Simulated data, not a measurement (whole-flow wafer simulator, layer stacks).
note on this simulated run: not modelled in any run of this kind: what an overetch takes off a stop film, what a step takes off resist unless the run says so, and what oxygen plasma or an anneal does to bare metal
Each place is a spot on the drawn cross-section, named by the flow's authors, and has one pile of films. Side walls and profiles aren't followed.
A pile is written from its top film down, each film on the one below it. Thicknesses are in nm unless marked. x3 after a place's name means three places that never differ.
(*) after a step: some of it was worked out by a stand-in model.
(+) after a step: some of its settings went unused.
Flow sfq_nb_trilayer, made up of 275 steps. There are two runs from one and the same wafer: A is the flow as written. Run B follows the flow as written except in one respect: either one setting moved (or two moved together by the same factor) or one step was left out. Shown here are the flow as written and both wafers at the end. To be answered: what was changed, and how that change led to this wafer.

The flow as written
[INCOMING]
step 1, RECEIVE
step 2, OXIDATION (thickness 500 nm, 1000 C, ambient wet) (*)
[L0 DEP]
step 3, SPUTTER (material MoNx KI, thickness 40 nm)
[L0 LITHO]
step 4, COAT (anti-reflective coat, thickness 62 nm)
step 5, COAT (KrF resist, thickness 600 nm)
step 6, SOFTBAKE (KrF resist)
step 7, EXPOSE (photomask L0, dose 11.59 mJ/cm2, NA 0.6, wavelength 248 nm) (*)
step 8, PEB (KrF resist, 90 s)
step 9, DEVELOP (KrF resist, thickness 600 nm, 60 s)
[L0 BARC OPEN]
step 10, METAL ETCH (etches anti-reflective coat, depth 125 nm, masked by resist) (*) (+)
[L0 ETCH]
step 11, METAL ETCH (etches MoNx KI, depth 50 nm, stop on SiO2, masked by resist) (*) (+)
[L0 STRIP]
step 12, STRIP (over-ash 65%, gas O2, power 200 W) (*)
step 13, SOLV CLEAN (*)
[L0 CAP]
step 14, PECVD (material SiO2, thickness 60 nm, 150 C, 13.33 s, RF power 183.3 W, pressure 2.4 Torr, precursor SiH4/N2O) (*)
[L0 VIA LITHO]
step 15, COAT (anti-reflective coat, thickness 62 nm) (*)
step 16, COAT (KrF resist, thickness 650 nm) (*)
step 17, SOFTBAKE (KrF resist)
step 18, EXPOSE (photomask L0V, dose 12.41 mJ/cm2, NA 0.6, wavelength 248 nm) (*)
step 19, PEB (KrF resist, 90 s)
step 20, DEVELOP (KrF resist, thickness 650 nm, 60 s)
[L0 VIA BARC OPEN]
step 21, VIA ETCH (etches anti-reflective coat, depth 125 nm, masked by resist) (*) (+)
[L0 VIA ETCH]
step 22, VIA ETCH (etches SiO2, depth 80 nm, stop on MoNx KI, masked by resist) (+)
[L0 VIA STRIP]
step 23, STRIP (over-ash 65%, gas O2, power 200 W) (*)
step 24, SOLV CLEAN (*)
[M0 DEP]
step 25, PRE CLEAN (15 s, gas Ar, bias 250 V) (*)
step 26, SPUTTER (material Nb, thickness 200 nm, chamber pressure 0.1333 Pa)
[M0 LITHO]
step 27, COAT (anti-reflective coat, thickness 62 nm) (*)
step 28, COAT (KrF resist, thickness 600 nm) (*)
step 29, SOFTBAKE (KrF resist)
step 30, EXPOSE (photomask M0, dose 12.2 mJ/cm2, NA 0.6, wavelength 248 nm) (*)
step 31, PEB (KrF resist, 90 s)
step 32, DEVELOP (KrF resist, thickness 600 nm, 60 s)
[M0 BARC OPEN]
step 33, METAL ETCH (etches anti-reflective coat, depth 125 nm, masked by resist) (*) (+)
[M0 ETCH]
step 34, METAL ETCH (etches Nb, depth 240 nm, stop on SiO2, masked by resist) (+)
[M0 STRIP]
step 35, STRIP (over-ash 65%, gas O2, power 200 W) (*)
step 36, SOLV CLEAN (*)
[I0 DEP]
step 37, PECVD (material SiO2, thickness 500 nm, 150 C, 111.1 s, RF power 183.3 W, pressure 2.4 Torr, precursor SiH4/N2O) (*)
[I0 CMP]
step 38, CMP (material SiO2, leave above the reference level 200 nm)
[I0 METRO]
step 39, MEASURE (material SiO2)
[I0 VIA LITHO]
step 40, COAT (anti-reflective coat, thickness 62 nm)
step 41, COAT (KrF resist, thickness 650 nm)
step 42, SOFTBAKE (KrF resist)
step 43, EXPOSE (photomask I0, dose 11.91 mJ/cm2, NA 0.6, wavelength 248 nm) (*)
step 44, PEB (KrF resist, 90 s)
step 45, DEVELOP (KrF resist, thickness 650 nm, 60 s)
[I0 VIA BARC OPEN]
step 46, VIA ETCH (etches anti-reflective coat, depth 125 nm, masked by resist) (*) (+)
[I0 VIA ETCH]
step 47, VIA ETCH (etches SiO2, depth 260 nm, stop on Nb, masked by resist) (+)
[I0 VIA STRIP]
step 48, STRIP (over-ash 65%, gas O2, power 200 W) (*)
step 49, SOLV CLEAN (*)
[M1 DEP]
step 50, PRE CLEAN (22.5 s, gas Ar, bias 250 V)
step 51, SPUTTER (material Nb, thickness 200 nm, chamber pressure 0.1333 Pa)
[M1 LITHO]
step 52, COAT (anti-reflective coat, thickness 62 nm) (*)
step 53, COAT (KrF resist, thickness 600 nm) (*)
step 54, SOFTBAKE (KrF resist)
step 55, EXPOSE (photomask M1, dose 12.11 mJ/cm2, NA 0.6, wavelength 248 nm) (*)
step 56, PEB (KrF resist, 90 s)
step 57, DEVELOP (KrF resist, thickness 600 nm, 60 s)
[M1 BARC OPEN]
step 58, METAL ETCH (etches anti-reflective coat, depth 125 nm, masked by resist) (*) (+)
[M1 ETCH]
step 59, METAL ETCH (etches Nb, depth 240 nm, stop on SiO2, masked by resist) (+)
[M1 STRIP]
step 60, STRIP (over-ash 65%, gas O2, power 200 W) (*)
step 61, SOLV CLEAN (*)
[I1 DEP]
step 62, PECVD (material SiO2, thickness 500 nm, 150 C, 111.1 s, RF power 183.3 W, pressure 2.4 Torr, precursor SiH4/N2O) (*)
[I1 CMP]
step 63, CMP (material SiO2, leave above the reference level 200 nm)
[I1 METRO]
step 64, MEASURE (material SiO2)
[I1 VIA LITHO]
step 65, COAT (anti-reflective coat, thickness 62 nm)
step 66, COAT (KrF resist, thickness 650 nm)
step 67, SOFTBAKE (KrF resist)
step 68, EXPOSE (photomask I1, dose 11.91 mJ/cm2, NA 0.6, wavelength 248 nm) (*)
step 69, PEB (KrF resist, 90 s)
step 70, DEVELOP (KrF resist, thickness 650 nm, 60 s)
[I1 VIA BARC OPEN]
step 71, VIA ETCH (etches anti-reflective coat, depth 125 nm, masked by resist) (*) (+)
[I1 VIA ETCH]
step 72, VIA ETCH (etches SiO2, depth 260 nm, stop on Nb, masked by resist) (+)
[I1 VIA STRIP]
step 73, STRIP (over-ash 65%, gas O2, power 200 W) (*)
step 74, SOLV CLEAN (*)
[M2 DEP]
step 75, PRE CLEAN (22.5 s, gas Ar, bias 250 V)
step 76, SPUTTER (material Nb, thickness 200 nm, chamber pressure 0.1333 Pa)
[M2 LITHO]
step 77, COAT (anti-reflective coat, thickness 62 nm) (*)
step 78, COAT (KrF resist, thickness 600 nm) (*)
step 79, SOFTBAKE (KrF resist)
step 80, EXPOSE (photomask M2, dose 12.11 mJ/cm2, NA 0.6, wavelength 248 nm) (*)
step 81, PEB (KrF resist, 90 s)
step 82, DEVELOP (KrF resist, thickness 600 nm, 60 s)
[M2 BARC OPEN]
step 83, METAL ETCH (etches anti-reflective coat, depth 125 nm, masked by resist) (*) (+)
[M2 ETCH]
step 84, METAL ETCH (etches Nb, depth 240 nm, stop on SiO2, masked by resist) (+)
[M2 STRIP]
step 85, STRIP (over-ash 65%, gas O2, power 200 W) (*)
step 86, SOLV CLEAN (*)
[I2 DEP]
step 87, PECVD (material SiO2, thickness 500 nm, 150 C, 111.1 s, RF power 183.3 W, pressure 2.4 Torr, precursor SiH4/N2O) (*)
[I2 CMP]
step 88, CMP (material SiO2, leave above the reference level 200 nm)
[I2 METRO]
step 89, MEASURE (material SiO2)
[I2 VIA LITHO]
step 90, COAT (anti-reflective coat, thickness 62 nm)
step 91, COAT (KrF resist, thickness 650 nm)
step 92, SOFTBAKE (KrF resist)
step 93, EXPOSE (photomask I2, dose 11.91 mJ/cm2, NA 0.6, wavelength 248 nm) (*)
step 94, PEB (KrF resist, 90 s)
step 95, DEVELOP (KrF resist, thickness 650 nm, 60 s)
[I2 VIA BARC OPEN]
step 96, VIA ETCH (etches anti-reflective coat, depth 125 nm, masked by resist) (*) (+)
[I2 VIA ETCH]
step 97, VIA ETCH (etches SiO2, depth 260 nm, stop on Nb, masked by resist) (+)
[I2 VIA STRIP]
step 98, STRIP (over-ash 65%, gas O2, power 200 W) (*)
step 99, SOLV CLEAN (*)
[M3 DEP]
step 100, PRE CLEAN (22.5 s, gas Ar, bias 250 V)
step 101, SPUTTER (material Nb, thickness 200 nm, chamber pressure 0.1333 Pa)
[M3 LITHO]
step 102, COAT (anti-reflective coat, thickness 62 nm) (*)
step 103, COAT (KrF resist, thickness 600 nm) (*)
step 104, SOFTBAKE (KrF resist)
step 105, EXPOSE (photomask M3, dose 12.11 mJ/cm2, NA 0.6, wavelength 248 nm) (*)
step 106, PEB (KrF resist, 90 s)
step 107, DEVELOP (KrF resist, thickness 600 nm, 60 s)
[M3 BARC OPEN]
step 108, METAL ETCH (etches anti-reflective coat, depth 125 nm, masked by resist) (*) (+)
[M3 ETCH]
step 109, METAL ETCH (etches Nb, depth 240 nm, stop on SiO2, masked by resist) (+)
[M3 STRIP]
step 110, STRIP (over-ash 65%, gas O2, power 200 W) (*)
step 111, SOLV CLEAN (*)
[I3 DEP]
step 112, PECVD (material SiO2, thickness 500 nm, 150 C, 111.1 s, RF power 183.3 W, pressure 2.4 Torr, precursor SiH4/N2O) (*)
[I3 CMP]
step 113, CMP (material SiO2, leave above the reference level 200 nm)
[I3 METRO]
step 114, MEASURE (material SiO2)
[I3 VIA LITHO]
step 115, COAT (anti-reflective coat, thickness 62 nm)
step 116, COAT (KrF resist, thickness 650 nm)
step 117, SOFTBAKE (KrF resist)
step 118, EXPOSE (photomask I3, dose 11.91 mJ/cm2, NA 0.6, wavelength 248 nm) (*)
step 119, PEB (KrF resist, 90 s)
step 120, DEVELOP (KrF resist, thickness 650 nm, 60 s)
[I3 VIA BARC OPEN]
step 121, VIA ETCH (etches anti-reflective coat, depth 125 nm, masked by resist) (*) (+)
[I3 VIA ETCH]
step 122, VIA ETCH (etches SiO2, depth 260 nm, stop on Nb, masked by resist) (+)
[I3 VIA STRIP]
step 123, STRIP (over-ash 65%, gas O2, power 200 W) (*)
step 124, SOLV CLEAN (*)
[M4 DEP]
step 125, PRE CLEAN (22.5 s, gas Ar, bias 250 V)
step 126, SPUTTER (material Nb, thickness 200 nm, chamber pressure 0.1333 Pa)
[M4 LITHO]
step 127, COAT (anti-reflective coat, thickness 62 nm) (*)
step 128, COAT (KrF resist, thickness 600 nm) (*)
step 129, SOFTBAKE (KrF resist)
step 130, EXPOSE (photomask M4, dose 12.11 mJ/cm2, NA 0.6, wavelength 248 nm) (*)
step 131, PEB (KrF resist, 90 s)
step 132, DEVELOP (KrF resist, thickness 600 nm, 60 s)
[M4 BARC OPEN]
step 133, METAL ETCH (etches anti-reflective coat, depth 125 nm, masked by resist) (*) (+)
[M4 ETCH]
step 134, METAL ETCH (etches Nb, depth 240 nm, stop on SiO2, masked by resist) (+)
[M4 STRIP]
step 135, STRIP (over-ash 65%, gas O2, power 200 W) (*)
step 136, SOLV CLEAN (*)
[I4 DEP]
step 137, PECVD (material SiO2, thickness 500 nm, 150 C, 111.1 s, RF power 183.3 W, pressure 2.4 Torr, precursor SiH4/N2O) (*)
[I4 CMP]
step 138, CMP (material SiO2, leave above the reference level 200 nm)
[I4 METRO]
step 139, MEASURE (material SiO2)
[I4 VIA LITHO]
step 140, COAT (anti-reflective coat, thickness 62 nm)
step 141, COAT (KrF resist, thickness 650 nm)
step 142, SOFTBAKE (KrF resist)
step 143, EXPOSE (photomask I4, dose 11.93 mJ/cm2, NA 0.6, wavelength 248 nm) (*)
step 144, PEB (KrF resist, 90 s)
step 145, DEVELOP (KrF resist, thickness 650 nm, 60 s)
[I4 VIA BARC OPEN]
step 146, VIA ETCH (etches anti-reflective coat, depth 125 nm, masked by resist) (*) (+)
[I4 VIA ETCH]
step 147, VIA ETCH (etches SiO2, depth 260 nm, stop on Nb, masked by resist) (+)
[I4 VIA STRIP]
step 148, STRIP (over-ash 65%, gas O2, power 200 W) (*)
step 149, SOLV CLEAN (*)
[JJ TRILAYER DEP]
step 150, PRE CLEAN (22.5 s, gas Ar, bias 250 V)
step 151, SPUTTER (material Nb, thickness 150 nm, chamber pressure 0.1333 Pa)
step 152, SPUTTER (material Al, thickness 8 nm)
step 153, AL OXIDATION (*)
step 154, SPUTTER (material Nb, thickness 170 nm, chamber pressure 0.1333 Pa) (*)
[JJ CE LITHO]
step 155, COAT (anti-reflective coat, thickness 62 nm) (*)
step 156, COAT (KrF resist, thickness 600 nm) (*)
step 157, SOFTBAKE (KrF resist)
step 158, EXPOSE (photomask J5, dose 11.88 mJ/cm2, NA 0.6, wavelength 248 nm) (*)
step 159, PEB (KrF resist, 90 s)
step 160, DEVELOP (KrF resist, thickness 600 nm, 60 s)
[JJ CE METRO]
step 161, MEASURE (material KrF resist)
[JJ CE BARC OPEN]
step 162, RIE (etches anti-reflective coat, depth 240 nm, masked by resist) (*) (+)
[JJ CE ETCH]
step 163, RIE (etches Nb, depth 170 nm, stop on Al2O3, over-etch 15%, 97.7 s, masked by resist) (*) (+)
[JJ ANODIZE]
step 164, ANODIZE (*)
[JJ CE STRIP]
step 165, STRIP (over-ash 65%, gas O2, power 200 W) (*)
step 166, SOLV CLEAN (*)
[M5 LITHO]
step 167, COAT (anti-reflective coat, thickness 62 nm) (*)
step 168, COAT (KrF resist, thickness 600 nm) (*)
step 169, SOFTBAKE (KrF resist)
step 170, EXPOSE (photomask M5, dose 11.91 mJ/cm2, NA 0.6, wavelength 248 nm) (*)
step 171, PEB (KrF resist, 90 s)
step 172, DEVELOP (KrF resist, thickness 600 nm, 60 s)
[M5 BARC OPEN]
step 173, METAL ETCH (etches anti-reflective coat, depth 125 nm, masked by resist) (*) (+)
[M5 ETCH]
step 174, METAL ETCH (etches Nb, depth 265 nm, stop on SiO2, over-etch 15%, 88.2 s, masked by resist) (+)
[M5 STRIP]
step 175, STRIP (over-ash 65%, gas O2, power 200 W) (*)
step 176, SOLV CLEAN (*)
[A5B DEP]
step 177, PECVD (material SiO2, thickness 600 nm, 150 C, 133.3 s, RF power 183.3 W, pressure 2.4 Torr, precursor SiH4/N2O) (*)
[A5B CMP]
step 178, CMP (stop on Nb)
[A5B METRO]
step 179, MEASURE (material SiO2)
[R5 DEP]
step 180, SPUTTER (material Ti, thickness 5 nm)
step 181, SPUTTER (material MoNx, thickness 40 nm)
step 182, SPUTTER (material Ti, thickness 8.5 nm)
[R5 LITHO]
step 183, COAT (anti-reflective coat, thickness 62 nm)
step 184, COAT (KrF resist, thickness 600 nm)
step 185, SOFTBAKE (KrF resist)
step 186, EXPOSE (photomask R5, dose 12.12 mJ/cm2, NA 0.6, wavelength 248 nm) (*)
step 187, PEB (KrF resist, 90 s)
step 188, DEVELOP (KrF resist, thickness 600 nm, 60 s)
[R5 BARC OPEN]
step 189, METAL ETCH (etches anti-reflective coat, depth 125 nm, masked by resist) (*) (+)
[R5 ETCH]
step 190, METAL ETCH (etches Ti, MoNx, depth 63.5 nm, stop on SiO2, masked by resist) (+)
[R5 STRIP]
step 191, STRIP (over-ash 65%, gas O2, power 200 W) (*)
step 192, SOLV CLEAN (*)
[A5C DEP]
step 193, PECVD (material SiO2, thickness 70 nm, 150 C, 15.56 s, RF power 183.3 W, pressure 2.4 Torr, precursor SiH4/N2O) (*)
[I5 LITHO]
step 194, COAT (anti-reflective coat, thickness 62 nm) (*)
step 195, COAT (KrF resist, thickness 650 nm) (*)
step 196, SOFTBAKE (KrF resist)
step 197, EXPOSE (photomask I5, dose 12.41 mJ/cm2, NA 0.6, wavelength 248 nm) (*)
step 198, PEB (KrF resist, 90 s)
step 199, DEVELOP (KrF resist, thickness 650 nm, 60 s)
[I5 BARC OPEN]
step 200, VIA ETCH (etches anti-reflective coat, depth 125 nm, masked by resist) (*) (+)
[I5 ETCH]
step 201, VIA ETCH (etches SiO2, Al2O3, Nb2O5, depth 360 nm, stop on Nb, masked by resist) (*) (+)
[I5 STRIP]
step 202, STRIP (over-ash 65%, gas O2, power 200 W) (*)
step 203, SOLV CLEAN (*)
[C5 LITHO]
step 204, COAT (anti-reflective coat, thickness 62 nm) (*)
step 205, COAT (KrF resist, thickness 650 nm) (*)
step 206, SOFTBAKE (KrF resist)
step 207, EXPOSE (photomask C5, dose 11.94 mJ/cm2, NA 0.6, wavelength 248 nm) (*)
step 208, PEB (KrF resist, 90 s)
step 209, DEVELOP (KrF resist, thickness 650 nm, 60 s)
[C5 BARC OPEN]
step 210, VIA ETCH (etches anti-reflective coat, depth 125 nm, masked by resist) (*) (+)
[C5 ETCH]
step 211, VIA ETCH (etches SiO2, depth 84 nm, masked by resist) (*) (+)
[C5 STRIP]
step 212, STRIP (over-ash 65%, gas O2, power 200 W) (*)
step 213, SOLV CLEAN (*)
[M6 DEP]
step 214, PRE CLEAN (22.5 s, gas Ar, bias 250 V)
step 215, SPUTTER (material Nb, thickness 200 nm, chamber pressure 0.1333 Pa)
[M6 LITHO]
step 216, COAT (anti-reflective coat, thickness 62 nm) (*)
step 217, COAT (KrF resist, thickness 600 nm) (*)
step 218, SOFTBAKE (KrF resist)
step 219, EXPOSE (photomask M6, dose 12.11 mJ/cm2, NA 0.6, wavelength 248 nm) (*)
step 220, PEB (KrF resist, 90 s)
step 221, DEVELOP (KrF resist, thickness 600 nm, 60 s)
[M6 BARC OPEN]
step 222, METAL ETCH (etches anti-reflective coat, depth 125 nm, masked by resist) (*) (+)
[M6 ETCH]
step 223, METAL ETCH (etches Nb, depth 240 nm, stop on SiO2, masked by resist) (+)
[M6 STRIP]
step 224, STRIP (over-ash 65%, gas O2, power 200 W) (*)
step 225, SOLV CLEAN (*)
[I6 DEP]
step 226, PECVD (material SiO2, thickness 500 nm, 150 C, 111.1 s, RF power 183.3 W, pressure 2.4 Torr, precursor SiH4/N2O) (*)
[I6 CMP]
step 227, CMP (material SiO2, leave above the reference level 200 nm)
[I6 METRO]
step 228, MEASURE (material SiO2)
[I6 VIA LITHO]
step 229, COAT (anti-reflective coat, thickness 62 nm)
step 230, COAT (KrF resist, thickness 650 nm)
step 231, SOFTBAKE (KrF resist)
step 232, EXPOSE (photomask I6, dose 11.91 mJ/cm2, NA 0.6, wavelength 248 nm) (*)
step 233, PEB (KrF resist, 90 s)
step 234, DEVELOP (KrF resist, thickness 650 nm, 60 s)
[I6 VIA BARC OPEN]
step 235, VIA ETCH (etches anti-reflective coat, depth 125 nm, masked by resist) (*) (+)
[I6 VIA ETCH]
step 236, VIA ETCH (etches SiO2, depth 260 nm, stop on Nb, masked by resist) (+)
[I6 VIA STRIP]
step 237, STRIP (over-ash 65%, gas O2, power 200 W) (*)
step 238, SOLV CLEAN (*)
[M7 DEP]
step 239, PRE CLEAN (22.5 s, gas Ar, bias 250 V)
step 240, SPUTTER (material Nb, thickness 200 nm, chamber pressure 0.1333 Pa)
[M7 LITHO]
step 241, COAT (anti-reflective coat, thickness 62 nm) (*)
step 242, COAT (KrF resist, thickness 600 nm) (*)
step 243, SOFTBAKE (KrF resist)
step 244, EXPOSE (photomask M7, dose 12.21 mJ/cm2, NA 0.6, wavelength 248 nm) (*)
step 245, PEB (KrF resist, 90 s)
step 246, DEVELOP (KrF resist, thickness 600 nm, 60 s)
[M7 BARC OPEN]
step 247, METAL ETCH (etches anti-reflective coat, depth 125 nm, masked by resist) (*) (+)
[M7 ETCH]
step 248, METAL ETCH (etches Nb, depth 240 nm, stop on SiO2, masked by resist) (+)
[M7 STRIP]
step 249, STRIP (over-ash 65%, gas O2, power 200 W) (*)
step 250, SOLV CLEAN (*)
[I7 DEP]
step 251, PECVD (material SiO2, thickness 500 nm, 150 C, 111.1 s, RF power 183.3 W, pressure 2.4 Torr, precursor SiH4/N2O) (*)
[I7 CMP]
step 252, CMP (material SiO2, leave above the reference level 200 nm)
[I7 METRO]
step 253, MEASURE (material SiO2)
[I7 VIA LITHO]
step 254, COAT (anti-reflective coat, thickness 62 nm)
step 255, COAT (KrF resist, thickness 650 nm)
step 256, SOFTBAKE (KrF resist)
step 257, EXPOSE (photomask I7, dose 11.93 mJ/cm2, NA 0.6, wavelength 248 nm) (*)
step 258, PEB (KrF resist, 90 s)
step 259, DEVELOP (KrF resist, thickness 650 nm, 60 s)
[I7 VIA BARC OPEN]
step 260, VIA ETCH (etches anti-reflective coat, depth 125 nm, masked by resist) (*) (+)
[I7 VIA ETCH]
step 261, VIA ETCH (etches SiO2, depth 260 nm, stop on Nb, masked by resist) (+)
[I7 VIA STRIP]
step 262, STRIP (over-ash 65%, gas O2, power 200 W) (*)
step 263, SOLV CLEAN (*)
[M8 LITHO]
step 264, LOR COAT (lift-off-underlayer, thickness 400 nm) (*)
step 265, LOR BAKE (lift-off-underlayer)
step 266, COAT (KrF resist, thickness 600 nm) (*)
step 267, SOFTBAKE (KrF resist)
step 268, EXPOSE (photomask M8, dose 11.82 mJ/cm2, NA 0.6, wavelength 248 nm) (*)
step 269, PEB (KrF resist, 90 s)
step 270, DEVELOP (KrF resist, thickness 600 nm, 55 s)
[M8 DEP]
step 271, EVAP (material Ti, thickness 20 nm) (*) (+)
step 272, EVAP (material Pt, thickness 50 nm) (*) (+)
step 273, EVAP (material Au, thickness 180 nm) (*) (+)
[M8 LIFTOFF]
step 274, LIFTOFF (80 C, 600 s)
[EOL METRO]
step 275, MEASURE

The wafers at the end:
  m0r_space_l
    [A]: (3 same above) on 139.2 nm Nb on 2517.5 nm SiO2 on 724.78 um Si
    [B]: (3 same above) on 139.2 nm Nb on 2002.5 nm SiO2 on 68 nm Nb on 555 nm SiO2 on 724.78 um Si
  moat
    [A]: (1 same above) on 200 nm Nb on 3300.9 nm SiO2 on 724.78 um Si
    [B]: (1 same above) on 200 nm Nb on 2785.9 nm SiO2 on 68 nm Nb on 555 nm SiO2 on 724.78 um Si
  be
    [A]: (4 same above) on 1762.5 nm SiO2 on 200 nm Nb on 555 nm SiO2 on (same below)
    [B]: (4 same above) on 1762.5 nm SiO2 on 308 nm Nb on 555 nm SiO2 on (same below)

The reason: step 26, SPUTTER: thickness 308 nm was run, whereas the flow has thickness 200 nm.
The wafer lets one read it off: be has Nb 308, and step 26 as written asks for 200 nm.

How this came from the change, step by step:
  step 26, SPUTTER (material Nb, thickness 200 nm, chamber pressure 0.1333 Pa)
      field_l, v_sur, via_wl and 102 more: A Nb gains 200 (new film) | B Nb gains 308 (new film)
      l0v: A Nb gains 195.7 (new film) | B Nb gains 304 (new film)
  step 34, METAL ETCH (etches Nb, depth 240 nm, stop on SiO2, masked by resist) (+)
      moat, m0r_space_l, m0r_space_r: A Nb loses 200 (all of it) | B Nb loses 240
  step 37, PECVD (material SiO2, thickness 500 nm, 150 C, 111.1 s, RF power 183.3 W, pressure 2.4 Torr, precursor SiH4/N2O) (*)
      moat, m0r_space_l, m0r_space_r: A SiO2 gains 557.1 | B SiO2 gains 597.1 (new film)
With metal films that touch counted as one body, m0r_space_l has 2 bodies (between them, from the top down: SiO2 2002.5); the flow as written gives 1 body.
With metal films that touch counted as one body, moat has 2 bodies (between them, from the top down: SiO2 2785.9); the flow as written gives 1 body.
